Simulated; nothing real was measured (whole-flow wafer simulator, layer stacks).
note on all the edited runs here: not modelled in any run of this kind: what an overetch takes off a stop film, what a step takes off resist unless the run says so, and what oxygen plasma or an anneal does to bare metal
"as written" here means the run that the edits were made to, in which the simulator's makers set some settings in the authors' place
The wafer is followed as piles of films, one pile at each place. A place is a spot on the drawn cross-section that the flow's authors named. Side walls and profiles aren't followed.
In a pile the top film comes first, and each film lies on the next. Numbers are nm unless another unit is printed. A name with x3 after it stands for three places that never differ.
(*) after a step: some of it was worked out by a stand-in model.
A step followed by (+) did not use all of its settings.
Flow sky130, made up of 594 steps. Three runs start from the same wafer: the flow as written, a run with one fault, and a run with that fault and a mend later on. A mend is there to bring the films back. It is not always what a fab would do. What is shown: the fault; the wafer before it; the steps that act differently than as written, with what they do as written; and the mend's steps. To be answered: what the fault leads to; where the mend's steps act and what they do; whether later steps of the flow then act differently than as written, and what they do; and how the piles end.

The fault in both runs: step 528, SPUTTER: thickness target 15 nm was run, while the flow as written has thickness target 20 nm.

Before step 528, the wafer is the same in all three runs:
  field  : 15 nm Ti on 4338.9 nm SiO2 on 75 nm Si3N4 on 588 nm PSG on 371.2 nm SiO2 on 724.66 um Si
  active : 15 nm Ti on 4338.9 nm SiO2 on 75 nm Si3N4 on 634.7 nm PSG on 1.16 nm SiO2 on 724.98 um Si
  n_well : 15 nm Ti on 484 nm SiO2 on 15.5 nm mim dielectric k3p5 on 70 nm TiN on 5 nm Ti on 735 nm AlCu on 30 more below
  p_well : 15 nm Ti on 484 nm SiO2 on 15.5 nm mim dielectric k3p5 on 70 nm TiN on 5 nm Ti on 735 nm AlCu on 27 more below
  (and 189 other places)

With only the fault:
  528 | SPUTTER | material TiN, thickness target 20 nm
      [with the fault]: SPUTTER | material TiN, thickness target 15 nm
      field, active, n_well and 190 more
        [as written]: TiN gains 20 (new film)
        [with the fault]: TiN gains 15 (new film)
  Later steps of the flow acting differently than as written (not shown: 19 more steps that differ only slightly, by at most 2% or 0.5 nm, whichever is larger):
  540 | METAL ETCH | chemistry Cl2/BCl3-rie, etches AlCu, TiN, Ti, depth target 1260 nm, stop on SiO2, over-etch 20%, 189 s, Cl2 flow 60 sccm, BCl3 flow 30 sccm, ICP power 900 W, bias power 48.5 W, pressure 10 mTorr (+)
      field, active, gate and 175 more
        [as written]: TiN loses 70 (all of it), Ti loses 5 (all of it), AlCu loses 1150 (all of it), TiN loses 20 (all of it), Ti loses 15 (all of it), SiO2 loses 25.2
        [with the fault]: TiN loses 70 (all of it), Ti loses 5 (all of it), AlCu loses 1150 (all of it), TiN loses 15 (all of it), Ti loses 15 (all of it), SiO2 loses 25.7
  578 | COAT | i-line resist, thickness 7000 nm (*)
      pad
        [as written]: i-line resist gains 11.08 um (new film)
        [with the fault]: i-line resist gains 11.09 um (new film)
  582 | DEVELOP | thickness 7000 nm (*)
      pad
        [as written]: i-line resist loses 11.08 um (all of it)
        [with the fault]: i-line resist loses 11.09 um (all of it)
  At n_well, p_well, sd_n and 12 more, the piles at the end differ from the flow's by more than 2% or 0.5 nm, whichever is larger.
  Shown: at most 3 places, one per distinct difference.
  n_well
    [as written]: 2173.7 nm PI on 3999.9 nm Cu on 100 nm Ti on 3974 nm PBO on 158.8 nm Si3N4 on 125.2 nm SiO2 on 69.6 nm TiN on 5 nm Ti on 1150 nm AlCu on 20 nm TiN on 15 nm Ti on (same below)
    [with the fault]: 2174.3 nm PI on 3999.9 nm Cu on 100 nm Ti on 3977.6 nm PBO on 158.8 nm Si3N4 on 125.2 nm SiO2 on 69.6 nm TiN on 5 nm Ti on 1150 nm AlCu on 15 nm TiN on 15 nm Ti on (same below)
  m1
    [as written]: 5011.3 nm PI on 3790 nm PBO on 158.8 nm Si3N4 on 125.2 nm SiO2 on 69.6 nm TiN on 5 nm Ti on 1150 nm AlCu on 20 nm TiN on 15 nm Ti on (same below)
    [with the fault]: 5011.5 nm PI on 3794.1 nm PBO on 158.8 nm Si3N4 on 125.2 nm SiO2 on 69.6 nm TiN on 5 nm Ti on 1150 nm AlCu on 15 nm TiN on 15 nm Ti on (same below)
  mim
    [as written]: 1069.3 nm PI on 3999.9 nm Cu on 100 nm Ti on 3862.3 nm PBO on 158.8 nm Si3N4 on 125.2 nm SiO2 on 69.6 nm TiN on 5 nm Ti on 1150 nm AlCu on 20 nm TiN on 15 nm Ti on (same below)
    [with the fault]: 1069.8 nm PI on 3999.9 nm Cu on 100 nm Ti on 3866.2 nm PBO on 158.8 nm Si3N4 on 125.2 nm SiO2 on 69.6 nm TiN on 5 nm Ti on 1150 nm AlCu on 15 nm TiN on 15 nm Ti on (same below)

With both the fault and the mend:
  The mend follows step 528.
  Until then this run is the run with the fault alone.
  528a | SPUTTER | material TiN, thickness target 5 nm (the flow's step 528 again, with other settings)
      field, active, n_well and 190 more
        TiN gains 5
  Later steps of the flow that are run all act as written at every place that is followed.
  By the end, the piles equal the flow's at every place that both follow.
